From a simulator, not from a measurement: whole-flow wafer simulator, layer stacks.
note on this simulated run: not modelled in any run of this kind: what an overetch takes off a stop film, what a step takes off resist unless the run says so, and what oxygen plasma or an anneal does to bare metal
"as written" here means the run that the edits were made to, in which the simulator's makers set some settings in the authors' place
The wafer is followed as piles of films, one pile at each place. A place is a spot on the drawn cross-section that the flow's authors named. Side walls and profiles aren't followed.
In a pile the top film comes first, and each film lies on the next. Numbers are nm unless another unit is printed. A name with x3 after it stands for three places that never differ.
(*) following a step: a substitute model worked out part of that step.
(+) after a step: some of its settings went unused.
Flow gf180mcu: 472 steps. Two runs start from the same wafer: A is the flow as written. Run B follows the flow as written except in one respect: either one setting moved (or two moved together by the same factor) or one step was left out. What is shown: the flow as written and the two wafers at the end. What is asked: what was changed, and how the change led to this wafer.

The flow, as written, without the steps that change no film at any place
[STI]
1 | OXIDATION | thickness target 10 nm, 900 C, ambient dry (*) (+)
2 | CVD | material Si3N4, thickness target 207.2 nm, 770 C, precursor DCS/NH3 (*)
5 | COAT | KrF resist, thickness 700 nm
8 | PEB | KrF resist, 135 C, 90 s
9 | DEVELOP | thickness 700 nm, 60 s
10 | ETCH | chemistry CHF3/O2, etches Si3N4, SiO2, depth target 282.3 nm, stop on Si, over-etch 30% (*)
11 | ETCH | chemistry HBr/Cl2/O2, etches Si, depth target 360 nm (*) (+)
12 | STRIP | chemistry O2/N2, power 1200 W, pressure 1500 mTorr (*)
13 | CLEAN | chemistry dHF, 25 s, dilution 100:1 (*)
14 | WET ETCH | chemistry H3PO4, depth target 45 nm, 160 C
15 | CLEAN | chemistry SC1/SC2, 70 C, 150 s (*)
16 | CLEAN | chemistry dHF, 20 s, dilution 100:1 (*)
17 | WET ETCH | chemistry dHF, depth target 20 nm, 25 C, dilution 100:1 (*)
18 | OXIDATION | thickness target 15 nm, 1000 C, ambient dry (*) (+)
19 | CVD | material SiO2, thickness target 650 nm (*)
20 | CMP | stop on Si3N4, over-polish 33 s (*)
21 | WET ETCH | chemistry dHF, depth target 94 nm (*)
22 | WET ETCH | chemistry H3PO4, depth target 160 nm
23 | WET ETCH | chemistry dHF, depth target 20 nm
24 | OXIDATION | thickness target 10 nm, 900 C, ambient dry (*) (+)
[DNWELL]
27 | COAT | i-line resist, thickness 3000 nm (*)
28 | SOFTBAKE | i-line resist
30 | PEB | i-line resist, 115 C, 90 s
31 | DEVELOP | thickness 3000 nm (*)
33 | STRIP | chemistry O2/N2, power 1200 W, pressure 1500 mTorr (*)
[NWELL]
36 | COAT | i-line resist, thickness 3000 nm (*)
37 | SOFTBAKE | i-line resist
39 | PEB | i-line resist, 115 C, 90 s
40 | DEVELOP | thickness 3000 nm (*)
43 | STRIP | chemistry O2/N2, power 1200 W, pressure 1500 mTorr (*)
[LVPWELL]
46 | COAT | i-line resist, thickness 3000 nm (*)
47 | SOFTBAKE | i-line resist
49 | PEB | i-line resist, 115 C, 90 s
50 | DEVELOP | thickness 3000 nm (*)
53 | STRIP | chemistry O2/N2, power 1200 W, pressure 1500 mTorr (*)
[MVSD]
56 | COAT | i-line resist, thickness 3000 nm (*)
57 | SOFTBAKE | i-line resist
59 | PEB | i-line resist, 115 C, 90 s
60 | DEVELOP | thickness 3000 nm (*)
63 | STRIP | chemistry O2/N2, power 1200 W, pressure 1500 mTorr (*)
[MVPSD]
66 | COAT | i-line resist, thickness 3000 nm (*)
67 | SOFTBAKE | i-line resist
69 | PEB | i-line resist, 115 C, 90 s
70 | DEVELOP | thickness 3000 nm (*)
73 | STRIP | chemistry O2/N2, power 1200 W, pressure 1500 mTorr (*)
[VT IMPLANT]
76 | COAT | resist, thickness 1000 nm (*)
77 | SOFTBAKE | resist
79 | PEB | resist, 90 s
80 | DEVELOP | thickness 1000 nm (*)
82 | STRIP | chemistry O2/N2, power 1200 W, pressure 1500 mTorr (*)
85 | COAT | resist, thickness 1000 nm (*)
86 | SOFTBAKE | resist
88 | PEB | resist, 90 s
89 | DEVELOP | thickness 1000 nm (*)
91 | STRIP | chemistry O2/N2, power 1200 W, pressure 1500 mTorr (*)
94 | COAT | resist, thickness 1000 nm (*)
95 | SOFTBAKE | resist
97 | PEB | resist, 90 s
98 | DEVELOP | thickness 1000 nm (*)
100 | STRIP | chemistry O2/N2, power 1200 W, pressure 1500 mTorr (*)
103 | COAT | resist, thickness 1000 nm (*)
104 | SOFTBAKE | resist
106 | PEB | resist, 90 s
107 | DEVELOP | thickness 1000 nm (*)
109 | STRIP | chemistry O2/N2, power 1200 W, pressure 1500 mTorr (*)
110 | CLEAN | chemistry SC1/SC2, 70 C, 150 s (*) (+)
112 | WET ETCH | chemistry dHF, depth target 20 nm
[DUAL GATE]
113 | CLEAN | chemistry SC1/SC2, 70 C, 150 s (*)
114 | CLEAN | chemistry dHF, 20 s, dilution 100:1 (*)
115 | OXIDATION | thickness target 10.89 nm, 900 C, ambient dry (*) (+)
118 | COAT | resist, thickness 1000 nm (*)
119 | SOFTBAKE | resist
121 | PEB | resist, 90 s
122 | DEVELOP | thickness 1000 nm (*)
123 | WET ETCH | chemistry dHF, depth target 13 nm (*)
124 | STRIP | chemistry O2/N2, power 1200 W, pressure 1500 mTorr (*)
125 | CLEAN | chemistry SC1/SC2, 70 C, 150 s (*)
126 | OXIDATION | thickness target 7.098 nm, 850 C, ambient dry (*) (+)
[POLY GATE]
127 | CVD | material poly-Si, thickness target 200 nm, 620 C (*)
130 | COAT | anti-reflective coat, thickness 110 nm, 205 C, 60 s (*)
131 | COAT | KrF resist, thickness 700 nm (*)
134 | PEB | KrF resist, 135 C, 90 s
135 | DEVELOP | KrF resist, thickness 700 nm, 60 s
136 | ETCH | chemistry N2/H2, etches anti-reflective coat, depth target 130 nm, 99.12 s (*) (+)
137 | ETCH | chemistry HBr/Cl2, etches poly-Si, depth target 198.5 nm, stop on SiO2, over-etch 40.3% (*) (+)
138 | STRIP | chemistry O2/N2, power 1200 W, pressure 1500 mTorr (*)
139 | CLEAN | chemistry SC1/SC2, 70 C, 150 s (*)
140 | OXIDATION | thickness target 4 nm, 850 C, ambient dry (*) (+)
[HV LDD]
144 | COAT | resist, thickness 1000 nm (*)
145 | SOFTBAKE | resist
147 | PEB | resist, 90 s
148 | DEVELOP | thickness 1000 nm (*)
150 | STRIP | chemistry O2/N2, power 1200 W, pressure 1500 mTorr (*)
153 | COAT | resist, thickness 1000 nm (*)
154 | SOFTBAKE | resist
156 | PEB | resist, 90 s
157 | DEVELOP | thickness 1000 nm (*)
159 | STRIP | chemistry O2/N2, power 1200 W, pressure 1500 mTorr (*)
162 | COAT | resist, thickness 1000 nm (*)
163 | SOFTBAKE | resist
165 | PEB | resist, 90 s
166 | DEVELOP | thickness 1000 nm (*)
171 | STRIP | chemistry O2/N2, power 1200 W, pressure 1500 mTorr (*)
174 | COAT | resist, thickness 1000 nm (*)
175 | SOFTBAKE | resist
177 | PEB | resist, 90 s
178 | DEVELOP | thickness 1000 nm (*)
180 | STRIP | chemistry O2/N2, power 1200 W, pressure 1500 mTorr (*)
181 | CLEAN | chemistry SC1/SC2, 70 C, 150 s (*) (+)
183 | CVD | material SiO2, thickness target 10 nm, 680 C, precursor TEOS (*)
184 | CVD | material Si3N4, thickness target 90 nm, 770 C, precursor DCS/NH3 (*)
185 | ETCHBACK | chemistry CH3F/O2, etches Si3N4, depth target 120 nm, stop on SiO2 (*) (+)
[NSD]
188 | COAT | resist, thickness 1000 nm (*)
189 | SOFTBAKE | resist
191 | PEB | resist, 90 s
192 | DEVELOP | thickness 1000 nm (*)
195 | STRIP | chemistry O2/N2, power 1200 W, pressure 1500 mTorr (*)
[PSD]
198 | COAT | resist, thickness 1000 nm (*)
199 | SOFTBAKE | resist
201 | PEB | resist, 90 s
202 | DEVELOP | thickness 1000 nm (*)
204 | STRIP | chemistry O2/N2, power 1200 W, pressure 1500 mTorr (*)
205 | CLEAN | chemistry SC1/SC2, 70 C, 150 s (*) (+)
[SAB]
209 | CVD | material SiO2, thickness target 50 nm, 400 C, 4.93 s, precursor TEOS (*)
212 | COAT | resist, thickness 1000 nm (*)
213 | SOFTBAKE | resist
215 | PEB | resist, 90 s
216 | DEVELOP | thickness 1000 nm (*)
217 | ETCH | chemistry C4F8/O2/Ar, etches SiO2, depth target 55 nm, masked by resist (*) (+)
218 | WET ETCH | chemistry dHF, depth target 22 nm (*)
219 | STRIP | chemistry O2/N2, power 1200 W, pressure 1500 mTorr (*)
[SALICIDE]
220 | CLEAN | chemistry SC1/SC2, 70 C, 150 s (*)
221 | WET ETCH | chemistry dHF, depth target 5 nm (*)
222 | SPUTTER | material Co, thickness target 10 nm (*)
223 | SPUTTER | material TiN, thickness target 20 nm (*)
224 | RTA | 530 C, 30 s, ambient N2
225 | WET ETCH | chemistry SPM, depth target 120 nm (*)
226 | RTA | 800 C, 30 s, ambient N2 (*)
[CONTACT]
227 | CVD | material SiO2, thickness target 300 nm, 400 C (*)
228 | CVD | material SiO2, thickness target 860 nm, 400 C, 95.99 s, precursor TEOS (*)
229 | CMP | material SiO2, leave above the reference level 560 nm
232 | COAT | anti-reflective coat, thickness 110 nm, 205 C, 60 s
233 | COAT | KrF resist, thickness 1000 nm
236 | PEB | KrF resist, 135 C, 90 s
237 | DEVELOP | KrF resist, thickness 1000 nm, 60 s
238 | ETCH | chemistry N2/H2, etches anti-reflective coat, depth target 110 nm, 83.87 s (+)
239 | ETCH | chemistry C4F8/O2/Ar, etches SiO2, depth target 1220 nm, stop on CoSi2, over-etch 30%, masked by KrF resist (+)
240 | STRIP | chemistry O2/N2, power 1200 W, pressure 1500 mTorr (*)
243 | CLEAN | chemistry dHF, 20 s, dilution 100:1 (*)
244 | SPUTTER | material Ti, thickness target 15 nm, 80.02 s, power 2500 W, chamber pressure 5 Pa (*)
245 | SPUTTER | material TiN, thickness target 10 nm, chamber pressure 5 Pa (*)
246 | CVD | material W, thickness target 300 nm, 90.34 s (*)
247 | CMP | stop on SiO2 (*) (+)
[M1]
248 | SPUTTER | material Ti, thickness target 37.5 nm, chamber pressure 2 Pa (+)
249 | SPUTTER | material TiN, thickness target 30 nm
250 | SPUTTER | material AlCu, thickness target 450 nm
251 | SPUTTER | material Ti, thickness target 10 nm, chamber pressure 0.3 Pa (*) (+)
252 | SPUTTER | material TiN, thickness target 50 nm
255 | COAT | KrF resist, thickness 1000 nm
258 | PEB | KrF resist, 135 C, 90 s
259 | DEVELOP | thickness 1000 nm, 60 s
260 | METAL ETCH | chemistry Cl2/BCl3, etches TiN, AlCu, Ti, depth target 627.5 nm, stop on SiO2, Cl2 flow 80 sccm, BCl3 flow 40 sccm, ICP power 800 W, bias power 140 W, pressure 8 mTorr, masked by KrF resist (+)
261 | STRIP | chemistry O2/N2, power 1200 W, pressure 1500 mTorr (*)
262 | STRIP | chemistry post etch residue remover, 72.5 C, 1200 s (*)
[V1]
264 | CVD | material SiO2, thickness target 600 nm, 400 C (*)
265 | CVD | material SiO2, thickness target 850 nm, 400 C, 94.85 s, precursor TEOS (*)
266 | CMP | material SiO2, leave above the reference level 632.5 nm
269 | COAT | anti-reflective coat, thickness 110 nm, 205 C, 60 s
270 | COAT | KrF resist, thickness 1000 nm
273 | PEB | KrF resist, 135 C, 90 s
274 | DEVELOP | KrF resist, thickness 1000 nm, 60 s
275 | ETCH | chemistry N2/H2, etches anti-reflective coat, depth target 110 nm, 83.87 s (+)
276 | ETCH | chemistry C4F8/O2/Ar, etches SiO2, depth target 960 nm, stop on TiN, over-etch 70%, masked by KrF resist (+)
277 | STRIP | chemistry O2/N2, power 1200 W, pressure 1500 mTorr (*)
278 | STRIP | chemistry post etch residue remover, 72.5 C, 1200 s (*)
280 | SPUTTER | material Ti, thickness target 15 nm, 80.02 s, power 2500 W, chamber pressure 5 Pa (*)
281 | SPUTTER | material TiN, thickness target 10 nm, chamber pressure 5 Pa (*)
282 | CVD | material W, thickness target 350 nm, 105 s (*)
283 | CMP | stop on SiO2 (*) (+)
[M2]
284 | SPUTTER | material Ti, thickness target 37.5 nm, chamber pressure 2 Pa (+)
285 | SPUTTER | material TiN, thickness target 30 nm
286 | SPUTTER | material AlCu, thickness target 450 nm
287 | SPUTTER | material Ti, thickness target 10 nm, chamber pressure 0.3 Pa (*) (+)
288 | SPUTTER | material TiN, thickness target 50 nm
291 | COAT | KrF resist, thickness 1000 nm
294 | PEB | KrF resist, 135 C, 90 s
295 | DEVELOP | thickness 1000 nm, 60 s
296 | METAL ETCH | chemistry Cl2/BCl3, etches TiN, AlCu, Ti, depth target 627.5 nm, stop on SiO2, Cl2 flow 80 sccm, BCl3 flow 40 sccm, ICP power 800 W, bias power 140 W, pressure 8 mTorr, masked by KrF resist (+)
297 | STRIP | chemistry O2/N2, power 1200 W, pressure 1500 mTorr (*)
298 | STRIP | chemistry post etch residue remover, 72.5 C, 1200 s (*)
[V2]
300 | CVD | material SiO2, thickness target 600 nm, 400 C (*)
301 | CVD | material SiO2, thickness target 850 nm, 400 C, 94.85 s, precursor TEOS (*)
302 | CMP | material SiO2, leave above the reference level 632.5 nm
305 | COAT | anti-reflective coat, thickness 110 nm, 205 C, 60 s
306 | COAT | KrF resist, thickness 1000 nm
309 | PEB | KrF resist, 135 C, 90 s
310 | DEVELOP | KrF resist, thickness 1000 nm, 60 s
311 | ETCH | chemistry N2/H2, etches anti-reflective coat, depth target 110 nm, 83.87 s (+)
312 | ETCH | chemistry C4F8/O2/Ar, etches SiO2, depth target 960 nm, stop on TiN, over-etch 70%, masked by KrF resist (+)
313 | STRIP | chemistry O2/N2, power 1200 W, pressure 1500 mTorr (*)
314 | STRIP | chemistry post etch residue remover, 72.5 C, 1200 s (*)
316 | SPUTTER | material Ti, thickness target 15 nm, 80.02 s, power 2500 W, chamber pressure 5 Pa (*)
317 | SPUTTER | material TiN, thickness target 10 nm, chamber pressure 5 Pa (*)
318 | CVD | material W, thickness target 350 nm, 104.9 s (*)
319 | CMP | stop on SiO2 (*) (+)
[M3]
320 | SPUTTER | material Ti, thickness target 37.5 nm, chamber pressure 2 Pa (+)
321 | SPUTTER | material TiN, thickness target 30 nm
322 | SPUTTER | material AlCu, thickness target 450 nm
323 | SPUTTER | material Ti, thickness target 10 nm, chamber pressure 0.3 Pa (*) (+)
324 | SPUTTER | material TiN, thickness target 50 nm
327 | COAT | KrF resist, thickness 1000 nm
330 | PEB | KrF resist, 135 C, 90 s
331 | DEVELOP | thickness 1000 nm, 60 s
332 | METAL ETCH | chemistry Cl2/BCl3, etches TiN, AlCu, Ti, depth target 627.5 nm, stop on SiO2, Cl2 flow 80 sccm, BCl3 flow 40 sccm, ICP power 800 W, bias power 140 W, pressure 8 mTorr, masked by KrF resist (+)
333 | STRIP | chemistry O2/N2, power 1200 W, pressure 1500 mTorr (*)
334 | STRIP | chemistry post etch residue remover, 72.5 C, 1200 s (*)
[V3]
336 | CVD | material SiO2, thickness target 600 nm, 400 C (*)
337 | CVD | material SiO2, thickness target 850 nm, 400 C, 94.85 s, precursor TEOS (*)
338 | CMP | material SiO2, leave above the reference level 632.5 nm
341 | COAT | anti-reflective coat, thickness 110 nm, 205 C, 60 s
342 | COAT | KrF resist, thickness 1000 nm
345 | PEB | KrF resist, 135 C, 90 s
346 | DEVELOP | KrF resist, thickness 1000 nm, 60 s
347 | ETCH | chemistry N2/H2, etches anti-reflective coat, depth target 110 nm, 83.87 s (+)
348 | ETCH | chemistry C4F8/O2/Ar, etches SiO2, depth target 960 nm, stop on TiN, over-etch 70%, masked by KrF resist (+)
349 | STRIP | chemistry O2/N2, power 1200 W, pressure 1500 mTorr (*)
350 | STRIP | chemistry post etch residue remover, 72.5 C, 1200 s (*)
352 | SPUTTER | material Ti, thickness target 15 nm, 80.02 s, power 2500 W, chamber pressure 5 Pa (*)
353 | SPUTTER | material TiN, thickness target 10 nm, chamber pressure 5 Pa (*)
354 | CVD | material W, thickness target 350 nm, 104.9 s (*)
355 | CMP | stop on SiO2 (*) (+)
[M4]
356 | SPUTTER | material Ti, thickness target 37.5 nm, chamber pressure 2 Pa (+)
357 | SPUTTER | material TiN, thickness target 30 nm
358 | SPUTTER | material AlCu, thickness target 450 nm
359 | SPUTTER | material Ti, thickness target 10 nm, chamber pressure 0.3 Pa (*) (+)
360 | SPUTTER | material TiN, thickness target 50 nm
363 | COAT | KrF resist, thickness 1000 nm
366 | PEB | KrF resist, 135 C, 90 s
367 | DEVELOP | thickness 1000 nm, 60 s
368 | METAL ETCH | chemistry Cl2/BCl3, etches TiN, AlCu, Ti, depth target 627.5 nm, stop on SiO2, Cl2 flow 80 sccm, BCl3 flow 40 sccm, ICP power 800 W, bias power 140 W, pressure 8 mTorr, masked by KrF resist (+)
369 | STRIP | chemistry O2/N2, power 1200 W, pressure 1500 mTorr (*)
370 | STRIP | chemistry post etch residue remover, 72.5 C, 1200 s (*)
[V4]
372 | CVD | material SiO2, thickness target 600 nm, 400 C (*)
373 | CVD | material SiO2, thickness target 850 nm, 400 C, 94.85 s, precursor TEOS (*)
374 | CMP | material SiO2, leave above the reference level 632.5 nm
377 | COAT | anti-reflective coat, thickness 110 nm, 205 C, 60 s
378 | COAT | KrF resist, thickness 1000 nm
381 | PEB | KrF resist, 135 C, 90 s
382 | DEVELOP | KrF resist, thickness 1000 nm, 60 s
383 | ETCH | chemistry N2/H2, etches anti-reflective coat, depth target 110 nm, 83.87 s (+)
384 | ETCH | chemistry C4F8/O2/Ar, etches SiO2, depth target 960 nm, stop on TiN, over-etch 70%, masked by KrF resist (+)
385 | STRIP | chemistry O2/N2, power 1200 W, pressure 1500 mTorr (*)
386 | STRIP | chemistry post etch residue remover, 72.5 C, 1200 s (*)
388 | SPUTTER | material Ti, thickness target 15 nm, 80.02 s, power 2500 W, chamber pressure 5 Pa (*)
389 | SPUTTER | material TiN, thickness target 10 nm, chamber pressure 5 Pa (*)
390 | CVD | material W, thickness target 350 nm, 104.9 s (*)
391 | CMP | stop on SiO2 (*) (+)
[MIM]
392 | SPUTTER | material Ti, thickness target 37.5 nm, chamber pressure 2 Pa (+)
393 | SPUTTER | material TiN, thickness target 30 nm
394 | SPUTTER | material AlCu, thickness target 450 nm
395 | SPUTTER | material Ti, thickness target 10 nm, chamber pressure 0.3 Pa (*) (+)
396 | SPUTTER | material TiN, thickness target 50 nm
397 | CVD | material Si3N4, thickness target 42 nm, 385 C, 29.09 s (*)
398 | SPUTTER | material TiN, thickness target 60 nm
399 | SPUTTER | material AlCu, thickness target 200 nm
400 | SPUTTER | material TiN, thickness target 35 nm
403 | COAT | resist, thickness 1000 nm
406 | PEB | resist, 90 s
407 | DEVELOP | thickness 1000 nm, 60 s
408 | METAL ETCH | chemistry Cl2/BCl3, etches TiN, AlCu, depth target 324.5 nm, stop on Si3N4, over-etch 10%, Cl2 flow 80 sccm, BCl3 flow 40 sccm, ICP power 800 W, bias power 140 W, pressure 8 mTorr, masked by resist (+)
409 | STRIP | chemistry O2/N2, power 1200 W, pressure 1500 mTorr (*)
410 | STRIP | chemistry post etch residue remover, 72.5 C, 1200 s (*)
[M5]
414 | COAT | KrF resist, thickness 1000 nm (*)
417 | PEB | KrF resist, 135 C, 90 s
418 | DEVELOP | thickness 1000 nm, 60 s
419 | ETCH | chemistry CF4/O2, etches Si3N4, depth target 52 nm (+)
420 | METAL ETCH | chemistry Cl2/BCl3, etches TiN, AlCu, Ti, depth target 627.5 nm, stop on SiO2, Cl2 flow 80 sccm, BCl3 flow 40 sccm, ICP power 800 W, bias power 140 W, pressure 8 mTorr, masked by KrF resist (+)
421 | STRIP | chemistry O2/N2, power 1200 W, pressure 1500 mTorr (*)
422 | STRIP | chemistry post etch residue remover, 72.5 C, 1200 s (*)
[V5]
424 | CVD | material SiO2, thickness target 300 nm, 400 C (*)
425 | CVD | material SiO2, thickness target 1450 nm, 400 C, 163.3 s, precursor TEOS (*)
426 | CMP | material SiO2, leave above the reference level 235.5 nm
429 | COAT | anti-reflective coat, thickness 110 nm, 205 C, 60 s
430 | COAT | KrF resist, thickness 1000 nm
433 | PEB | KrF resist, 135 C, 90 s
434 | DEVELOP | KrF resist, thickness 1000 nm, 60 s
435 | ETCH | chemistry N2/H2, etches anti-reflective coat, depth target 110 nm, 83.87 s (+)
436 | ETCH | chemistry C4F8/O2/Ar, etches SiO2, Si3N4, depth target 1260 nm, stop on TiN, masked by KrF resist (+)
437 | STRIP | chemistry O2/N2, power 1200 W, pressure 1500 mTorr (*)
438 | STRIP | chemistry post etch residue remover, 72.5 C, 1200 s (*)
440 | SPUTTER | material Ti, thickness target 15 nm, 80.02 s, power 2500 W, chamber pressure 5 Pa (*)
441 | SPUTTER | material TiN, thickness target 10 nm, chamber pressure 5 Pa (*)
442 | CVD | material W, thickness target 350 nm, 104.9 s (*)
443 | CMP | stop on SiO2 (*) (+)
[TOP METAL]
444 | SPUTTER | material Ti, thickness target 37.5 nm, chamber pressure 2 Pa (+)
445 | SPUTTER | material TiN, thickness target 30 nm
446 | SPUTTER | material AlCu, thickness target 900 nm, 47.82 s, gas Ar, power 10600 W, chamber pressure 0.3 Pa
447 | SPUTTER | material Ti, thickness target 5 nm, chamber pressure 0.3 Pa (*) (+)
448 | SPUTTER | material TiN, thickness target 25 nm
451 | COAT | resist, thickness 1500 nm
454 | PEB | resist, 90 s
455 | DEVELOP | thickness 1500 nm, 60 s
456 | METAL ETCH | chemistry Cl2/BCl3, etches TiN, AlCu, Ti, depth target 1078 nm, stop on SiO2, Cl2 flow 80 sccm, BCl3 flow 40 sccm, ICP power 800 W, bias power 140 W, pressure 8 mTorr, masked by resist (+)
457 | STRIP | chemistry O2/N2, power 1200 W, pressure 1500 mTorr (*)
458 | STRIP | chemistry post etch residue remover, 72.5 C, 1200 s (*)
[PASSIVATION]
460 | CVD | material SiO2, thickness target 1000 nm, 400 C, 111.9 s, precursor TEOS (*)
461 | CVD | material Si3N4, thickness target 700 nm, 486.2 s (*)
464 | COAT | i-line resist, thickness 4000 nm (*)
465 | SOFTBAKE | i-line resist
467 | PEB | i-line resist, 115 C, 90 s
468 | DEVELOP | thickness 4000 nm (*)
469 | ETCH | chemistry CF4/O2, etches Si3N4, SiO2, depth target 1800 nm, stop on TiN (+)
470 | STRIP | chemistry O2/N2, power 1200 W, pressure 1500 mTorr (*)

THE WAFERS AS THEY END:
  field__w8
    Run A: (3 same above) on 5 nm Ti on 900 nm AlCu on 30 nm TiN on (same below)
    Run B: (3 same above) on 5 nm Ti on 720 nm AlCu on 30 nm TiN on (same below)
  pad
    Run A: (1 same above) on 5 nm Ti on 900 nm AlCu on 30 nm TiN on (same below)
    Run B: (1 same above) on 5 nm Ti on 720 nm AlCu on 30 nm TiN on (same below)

What caused this: step 446, SPUTTER: thickness target 720 nm was run, whereas the flow has thickness target 900 nm.
The wafer lets one read it off: field__w8 has AlCu 720, and step 446 as written asks for 900 nm.

The path from the change to this, step by step:
  446 | SPUTTER | material AlCu, thickness target 900 nm, 47.82 s, gas Ar, power 10600 W, chamber pressure 0.3 Pa
      field, field__w1, field__w2 and 109 more: A +900 AlCu (new film) | B +720 AlCu (new film)
  456 | METAL ETCH | chemistry Cl2/BCl3, etches TiN, AlCu, Ti, depth target 1078 nm, stop on SiO2, Cl2 flow 80 sccm, BCl3 flow 40 sccm, ICP power 800 W, bias power 140 W, pressure 8 mTorr, masked by resist (+)
      field, field__w1, field__w2 and 103 more: A -25 TiN (all of it), -5 Ti (all of it), -900 AlCu (all of it), -30 TiN (all of it), -37.5 Ti (all of it) | B -25 TiN (all of it), -5 Ti (all of it), -720 AlCu (all of it), -30 TiN (all of it), -37.5 Ti (all of it)
  464 | COAT | i-line resist, thickness 4000 nm (*)
      field__w8: A +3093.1 i-line resist (new film) | B +3252.6 i-line resist (new film)
      contact: A +3153.6 i-line resist (new film) | B +3296.1 i-line resist (new film)
      (and at 4 other places as well)
  465 | SOFTBAKE | i-line resist
      field__w5, field__w9: A +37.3 i-line resist | B +28.2 i-line resist
      field__w11, field__w13: A +37.9 i-line resist | B +28.4 i-line resist
      (and at 65 other places as well)
  467 | PEB | i-line resist, 115 C, 90 s
      field__w8, m1__w1: A -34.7 i-line resist | B -37.5 i-line resist
      contact, m1: A -35.1 i-line resist | B -37.8 i-line resist
      (and at 2 other places as well)
  468 | DEVELOP | thickness 4000 nm (*)
      pad: A -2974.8 i-line resist (all of it) | B -3150.5 i-line resist (all of it)
  470 | STRIP | chemistry O2/N2, power 1200 W, pressure 1500 mTorr (*)
      field__w8, m1__w1: A -1787.7 i-line resist (all of it) | B -1961.2 i-line resist (all of it)
      contact: A -1811.2 i-line resist (all of it) | B -1978.4 i-line resist (all of it)
      (and at 2 other places as well)
